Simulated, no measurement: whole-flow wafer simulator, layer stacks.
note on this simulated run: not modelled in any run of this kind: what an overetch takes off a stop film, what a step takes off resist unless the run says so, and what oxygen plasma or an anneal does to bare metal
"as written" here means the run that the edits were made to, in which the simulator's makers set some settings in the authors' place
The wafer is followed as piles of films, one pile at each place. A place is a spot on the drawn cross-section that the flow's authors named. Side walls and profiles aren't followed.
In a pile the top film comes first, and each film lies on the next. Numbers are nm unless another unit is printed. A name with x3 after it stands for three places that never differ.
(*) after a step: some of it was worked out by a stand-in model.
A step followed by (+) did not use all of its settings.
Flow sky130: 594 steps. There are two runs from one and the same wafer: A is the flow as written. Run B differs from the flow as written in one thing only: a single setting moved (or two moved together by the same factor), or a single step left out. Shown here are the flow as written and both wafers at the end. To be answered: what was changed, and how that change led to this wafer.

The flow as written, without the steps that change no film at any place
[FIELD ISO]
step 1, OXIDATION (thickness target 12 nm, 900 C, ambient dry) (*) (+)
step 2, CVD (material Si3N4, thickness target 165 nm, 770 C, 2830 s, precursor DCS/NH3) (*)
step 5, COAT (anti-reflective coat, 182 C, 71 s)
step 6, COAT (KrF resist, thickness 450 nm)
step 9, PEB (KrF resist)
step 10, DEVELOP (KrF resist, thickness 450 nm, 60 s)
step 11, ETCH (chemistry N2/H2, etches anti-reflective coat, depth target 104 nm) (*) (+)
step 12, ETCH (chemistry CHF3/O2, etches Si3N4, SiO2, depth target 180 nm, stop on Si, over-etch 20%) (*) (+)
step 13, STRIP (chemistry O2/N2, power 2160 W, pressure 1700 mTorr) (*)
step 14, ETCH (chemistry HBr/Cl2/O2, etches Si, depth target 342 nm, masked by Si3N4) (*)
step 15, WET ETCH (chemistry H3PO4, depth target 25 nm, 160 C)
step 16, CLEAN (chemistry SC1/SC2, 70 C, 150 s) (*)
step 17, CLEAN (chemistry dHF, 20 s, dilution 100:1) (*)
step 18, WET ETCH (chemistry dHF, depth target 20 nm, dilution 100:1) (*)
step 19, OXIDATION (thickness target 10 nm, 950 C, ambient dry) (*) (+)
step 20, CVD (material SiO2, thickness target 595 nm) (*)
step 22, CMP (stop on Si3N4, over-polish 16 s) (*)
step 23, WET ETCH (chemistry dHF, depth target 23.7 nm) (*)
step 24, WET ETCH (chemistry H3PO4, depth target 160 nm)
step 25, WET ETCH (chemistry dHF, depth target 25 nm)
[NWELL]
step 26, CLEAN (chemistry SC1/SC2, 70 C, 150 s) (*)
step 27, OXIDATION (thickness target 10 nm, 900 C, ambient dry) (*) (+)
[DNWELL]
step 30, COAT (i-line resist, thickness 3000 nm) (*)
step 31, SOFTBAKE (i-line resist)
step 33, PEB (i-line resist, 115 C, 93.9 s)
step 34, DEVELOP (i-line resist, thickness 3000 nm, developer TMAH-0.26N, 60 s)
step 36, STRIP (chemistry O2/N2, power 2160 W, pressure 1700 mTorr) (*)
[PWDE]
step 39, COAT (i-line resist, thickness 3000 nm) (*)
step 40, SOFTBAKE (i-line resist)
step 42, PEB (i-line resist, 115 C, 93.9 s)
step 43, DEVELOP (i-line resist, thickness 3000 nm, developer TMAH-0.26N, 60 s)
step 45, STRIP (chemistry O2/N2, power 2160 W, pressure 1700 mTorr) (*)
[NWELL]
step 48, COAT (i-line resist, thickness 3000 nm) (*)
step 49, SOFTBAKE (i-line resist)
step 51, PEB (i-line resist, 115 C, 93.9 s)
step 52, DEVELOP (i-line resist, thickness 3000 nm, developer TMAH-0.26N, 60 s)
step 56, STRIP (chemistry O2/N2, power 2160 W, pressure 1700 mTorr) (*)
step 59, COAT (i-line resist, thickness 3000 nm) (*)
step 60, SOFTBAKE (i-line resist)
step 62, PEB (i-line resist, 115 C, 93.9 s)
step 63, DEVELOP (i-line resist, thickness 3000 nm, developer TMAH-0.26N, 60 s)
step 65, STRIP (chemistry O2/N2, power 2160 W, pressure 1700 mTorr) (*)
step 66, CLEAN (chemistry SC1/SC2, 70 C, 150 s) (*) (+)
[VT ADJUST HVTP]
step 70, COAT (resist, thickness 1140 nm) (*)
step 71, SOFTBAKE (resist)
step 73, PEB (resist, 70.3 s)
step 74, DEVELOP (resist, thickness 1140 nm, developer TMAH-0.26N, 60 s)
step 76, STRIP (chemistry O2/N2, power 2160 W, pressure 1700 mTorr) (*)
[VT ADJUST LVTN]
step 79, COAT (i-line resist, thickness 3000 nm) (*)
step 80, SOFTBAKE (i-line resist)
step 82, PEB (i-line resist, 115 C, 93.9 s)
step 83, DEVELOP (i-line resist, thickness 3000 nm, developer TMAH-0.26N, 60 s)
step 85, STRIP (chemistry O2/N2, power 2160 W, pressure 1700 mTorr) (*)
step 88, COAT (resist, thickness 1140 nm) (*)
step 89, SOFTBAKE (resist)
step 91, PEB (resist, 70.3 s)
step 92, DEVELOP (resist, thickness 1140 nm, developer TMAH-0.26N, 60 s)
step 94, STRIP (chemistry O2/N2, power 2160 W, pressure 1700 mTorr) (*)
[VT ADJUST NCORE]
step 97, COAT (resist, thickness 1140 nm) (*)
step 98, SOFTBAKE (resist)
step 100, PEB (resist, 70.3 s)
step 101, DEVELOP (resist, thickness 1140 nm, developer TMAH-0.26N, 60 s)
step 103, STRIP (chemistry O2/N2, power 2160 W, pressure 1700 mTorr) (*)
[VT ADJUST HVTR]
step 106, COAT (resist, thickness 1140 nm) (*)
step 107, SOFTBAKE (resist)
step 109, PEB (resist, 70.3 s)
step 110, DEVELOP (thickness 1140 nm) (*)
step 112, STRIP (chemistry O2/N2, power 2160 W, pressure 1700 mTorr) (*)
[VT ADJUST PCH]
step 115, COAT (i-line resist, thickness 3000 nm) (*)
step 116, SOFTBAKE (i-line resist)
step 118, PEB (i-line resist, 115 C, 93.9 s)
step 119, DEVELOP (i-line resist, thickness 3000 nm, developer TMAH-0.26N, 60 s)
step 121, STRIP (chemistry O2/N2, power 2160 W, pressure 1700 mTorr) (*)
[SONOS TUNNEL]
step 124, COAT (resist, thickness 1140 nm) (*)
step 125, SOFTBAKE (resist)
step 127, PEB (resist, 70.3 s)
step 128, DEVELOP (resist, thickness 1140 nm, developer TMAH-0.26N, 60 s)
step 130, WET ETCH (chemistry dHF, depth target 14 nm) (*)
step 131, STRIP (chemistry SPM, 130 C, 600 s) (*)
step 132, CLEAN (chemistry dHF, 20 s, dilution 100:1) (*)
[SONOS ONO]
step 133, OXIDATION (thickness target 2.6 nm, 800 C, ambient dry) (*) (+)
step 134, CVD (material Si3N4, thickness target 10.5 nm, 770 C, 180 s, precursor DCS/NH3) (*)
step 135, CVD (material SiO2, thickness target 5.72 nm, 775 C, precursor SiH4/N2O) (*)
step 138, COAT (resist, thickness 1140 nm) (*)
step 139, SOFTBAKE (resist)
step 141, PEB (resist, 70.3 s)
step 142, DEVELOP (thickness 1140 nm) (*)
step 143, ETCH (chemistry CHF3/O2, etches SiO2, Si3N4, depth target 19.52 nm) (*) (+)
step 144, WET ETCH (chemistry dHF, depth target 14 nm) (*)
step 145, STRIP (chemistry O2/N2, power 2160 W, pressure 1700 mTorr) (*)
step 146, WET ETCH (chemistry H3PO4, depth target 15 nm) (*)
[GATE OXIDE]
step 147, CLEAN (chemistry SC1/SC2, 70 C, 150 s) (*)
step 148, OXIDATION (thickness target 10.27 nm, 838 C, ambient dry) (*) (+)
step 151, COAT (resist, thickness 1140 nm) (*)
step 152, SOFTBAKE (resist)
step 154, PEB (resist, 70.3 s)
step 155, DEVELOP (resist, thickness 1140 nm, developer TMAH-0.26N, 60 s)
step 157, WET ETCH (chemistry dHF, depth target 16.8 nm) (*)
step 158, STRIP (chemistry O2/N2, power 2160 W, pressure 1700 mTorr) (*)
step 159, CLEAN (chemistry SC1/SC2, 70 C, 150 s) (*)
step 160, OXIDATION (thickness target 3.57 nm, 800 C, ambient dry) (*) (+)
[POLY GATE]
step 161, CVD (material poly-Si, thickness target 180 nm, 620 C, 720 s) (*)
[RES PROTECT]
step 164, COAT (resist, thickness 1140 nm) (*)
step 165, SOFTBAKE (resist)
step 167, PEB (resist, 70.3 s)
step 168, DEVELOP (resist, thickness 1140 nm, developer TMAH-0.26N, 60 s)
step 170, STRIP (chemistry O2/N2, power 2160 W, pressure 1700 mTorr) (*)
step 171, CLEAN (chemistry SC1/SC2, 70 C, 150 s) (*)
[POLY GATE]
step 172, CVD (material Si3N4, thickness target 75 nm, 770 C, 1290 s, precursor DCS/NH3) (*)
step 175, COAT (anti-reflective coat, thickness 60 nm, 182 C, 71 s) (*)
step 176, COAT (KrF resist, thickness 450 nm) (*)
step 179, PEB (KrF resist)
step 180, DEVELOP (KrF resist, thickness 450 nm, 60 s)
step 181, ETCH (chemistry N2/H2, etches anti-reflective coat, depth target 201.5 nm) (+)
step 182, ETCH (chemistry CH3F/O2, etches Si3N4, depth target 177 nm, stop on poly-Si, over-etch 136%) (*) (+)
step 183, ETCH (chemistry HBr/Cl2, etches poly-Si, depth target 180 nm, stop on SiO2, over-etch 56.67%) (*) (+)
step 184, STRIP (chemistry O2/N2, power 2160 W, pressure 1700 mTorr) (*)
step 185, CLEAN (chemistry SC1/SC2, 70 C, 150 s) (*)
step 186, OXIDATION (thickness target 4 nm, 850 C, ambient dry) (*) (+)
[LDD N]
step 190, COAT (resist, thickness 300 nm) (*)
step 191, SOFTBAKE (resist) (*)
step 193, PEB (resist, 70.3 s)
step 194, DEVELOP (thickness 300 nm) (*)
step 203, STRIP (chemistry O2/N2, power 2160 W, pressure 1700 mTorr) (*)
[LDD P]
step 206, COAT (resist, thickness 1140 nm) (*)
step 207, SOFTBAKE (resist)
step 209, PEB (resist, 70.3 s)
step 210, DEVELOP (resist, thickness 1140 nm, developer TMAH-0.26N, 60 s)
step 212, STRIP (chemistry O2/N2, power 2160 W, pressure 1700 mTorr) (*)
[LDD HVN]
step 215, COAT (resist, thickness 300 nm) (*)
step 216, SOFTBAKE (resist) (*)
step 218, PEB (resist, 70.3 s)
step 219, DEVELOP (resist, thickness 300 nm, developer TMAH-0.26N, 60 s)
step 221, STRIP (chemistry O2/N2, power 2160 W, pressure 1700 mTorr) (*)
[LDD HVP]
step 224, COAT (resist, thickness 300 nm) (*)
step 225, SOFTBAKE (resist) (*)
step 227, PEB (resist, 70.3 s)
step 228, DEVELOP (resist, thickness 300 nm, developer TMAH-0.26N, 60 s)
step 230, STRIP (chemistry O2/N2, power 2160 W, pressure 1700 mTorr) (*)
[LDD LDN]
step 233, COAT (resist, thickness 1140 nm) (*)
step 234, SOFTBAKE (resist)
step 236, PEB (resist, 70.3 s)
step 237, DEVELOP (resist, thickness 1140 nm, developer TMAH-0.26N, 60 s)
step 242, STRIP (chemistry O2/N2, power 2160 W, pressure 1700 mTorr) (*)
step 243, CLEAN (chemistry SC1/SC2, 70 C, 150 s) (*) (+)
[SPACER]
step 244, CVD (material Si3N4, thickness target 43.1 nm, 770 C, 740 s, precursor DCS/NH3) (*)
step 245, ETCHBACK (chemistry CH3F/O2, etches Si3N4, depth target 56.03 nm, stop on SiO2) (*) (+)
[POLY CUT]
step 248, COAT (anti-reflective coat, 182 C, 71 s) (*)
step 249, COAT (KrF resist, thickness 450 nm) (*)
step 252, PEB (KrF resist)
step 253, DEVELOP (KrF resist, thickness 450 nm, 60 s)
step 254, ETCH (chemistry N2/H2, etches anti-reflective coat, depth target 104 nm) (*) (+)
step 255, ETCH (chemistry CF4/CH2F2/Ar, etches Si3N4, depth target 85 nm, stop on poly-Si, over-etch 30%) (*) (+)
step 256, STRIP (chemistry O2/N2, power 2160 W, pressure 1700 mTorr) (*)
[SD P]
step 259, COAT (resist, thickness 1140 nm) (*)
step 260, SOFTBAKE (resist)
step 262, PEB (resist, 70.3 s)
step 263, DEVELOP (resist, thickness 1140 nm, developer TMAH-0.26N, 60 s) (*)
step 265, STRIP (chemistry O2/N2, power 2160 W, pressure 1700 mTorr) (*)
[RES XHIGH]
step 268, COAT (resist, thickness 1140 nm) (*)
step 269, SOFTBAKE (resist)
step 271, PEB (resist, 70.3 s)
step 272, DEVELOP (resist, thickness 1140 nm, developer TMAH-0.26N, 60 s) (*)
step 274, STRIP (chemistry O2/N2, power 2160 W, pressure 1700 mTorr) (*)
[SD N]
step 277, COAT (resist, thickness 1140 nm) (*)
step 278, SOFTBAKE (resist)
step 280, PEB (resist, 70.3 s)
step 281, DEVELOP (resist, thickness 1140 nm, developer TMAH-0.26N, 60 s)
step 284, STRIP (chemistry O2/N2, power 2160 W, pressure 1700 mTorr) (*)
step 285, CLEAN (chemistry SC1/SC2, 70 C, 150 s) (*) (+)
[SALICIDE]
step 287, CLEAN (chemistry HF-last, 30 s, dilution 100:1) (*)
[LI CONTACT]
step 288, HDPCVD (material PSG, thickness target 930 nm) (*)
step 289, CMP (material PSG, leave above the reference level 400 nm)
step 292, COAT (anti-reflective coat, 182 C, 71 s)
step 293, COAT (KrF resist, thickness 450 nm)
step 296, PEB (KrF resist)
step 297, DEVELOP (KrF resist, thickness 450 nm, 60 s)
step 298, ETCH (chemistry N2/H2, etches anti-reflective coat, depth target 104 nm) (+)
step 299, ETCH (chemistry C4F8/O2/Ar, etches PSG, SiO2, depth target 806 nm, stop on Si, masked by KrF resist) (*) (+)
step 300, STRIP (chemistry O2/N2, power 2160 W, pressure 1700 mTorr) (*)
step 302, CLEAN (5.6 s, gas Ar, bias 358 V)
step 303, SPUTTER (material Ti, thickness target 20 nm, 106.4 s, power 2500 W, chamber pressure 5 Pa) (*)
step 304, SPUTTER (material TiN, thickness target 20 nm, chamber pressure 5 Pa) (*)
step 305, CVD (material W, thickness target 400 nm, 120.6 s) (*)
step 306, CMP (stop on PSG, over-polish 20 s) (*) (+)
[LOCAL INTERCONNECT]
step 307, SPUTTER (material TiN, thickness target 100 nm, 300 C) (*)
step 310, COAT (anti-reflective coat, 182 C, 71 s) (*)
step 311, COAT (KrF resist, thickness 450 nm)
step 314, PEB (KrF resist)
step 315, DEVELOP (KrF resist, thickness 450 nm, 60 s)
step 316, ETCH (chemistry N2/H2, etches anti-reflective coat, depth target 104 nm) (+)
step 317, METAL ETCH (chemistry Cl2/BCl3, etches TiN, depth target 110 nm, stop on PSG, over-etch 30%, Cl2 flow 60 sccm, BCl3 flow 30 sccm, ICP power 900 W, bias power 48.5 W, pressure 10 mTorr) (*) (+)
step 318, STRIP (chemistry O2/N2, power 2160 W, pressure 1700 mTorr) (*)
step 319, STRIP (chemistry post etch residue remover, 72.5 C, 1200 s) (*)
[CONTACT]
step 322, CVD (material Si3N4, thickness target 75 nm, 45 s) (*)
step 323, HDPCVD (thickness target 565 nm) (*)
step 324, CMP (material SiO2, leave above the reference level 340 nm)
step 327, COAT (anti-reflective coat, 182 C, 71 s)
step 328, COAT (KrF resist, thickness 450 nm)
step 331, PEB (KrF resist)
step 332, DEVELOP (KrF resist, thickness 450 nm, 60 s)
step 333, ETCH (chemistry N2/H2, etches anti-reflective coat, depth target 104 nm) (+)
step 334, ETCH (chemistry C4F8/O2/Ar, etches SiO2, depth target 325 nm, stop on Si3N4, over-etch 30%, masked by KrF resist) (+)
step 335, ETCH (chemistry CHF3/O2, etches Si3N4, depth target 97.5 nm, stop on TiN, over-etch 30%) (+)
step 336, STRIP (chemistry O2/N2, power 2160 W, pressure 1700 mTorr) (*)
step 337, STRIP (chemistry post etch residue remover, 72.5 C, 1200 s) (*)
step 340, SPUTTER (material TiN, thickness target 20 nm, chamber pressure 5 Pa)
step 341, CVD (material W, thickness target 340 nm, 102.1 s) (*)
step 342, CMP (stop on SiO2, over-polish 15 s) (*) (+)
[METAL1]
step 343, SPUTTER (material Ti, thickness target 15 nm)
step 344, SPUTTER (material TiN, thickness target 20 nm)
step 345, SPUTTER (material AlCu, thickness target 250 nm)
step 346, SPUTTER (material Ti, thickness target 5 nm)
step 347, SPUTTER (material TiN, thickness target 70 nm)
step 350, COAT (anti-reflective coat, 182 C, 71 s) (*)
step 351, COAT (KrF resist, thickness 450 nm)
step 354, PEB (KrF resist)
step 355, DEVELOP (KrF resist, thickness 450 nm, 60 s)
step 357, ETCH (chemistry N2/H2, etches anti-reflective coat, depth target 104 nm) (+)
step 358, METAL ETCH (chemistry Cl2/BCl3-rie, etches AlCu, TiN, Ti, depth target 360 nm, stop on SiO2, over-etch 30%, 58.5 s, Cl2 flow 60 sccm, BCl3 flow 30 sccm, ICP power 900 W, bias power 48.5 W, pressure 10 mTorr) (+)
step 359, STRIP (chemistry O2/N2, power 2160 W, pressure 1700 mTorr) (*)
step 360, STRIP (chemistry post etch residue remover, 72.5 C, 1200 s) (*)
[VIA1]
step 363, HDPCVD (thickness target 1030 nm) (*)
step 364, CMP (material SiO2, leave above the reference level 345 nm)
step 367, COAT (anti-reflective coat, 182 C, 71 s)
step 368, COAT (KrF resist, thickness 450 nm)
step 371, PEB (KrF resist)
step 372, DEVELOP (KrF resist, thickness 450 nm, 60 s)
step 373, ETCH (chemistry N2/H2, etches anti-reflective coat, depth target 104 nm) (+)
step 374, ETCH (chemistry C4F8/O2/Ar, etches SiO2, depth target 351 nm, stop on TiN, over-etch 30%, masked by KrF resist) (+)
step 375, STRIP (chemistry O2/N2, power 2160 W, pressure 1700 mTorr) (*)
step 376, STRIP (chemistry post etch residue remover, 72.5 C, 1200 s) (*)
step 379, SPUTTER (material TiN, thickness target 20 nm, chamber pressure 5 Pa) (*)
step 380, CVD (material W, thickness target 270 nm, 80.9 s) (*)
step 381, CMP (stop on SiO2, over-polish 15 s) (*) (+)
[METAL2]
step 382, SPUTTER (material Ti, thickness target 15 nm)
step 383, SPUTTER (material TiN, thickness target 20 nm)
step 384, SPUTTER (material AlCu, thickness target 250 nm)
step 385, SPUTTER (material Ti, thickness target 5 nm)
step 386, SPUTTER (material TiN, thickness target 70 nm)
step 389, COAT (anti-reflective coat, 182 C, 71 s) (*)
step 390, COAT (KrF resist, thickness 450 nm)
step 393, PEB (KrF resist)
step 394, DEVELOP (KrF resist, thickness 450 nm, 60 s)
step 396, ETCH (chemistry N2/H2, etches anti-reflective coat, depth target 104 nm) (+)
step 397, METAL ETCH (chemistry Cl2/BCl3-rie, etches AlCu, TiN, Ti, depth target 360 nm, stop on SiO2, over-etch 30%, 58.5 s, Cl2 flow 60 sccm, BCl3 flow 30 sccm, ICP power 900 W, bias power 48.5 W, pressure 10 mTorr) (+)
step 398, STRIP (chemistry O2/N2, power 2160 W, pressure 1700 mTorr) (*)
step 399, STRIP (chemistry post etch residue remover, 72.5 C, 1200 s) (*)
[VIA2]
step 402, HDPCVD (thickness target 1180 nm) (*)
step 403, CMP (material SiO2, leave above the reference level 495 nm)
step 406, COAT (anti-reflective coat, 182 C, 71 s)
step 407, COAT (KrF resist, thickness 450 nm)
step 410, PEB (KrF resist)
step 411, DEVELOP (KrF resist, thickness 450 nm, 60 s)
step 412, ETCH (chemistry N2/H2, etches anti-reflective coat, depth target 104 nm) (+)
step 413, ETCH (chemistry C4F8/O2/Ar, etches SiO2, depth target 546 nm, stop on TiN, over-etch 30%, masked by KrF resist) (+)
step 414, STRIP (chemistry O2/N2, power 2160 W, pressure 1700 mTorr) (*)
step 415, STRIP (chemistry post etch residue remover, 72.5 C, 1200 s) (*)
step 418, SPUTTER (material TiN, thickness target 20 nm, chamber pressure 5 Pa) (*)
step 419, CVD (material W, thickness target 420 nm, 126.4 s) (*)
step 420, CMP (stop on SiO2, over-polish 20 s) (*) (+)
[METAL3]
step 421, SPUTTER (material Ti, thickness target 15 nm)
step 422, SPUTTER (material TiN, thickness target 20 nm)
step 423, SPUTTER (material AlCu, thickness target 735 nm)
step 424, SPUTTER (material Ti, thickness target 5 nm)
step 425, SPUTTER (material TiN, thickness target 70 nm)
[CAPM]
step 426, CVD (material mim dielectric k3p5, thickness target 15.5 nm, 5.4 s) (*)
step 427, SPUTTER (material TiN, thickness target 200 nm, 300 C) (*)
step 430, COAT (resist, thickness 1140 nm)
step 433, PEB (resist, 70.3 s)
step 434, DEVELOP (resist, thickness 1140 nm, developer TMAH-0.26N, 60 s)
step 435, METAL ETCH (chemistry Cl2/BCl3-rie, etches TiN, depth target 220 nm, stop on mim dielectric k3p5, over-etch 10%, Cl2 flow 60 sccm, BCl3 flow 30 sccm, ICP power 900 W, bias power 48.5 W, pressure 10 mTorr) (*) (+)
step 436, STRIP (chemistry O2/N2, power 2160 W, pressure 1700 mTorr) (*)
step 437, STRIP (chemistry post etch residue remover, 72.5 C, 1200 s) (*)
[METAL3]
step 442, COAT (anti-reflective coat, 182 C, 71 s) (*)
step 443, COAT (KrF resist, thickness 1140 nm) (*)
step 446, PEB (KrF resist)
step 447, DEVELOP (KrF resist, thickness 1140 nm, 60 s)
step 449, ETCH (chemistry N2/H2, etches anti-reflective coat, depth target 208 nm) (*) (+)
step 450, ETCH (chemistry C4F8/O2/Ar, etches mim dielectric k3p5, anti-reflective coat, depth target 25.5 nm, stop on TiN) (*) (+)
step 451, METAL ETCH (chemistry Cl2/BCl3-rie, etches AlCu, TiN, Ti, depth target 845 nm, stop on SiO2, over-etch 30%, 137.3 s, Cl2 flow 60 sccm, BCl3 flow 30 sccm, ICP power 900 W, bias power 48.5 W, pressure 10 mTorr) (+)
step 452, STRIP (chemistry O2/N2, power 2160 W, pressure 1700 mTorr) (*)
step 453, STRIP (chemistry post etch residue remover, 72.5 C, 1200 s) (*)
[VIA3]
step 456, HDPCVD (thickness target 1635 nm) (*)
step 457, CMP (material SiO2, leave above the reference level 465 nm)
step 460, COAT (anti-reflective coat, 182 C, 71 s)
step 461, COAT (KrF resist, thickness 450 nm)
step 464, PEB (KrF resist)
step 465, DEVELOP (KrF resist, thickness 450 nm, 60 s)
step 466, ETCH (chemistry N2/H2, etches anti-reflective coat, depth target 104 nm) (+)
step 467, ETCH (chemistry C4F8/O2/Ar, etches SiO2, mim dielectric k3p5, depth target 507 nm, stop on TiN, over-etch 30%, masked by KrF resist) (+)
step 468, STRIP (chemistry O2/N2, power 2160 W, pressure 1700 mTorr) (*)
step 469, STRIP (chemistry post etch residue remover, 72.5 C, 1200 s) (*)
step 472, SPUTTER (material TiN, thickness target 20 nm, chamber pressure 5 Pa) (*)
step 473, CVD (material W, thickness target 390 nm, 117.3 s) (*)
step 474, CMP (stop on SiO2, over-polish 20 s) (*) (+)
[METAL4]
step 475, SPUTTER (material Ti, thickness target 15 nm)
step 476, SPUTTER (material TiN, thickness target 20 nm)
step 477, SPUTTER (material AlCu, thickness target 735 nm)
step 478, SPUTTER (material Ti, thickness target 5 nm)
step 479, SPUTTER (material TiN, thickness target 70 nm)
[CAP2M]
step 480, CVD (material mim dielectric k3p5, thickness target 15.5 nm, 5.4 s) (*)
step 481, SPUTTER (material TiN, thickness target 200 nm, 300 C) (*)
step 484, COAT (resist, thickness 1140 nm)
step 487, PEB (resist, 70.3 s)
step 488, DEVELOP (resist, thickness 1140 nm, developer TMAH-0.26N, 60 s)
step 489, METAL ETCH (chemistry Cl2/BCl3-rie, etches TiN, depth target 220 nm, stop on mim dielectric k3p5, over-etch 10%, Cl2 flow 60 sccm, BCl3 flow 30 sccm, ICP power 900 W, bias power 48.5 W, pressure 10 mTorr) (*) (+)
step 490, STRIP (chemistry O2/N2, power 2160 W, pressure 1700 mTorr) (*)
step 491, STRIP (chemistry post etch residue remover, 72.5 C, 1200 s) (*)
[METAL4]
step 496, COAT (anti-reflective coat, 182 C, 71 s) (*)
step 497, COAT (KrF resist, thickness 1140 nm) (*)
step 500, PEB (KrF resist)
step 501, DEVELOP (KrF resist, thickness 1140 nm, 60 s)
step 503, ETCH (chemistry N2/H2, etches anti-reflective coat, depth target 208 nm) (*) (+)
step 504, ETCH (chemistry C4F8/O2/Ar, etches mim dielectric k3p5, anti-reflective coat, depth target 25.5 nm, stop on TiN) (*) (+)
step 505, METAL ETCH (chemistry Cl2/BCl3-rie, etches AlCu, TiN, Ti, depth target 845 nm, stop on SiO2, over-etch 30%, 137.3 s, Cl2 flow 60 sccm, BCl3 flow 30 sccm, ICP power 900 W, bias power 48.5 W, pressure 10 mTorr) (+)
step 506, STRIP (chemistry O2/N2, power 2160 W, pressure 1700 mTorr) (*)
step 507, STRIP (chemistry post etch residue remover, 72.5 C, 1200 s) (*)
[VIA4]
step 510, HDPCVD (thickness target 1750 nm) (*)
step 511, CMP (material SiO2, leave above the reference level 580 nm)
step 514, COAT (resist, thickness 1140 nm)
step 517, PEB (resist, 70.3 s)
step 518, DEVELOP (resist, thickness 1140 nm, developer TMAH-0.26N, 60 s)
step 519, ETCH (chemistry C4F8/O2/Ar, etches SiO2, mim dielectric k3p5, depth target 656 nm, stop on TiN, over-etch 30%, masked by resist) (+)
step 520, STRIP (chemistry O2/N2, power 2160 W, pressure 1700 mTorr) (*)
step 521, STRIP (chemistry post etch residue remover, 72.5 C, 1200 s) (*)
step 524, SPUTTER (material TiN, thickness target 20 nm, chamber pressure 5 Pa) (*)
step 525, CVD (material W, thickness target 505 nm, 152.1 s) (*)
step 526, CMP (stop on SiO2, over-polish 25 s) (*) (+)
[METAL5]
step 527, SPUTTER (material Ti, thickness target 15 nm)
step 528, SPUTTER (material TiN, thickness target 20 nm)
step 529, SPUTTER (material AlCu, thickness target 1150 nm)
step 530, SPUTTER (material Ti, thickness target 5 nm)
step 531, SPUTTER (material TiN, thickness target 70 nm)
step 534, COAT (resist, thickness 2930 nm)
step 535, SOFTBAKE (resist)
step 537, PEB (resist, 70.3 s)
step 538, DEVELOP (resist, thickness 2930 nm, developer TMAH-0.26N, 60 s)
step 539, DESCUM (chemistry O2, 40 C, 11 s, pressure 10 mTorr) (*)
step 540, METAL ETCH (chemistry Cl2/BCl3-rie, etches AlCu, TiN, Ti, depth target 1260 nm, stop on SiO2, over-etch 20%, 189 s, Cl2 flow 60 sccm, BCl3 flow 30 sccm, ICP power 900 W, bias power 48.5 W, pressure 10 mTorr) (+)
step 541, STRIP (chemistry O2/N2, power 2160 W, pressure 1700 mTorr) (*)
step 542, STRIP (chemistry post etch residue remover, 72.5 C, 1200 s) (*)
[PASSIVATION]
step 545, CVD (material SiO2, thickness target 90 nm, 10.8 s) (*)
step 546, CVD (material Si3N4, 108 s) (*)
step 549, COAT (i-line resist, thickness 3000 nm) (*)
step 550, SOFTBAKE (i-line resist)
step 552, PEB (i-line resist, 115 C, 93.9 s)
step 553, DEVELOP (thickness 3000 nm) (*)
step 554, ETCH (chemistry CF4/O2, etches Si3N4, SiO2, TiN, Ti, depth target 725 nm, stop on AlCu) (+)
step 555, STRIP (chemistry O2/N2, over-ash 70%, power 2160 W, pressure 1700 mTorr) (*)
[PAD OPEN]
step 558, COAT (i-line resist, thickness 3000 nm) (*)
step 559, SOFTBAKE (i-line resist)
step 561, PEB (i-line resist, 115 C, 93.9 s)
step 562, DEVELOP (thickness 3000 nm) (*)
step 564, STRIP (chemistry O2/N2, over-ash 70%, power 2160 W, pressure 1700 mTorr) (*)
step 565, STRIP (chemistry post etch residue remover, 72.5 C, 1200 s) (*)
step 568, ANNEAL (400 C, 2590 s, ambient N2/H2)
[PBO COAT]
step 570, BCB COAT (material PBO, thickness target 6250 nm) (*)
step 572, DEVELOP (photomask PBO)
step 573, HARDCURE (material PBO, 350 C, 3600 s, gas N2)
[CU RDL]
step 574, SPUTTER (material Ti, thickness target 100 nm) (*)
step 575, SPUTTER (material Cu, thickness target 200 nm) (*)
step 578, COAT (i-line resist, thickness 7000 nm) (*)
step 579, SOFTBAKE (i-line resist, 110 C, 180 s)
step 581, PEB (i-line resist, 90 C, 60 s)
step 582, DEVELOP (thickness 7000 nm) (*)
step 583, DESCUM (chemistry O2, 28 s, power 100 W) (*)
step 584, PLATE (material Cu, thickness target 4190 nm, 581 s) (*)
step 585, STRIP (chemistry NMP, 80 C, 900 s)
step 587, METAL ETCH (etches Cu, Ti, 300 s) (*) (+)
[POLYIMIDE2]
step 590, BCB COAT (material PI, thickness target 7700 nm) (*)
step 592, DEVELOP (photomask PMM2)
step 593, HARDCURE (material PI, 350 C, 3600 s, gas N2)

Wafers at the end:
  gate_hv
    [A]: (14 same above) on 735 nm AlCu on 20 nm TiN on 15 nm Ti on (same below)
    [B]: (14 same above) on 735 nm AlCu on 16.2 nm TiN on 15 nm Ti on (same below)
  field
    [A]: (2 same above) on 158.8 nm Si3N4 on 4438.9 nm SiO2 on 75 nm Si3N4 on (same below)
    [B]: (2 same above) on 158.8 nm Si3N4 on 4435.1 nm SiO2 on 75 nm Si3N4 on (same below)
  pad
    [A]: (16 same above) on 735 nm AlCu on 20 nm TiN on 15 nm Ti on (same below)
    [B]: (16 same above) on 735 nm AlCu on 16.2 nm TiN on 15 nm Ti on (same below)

The reason: step 422, SPUTTER: thickness target 16.2 nm was run, though the flow has thickness target 20 nm.
The wafer lets one read it off: gate_hv has TiN 16.2, and step 422 as written asks for 20 nm.

How this came from the change, step by step:
  step 422, SPUTTER (material TiN, thickness target 20 nm)
      field, active, n_well and 188 more: A TiN gains 20 (new film) | B TiN gains 16.2 (new film)
  step 451, METAL ETCH (chemistry Cl2/BCl3-rie, etches AlCu, TiN, Ti, depth target 845 nm, stop on SiO2, over-etch 30%, 137.3 s, Cl2 flow 60 sccm, BCl3 flow 30 sccm, ICP power 900 W, bias power 48.5 W, pressure 10 mTorr) (+)
      field, gate, spacer and 68 more: A TiN loses 70 (all of it), Ti loses 5 (all of it), AlCu loses 735 (all of it), TiN loses 20 (all of it), Ti loses 15 (all of it), SiO2 loses 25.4 | B TiN loses 70 (all of it), Ti loses 5 (all of it), AlCu loses 735 (all of it), TiN loses 16.2 (all of it), Ti loses 15 (all of it), SiO2 loses 25.7
      active, vpp_ln, vpp_iso2 and 11 more: A TiN loses 70 (all of it), Ti loses 5 (all of it), AlCu loses 735 (all of it), TiN loses 20 (all of it), Ti loses 15 (all of it), SiO2 loses 25.3 | B TiN loses 70 (all of it), Ti loses 5 (all of it), AlCu loses 735 (all of it), TiN loses 16.2 (all of it), Ti loses 15 (all of it), SiO2 loses 25.7
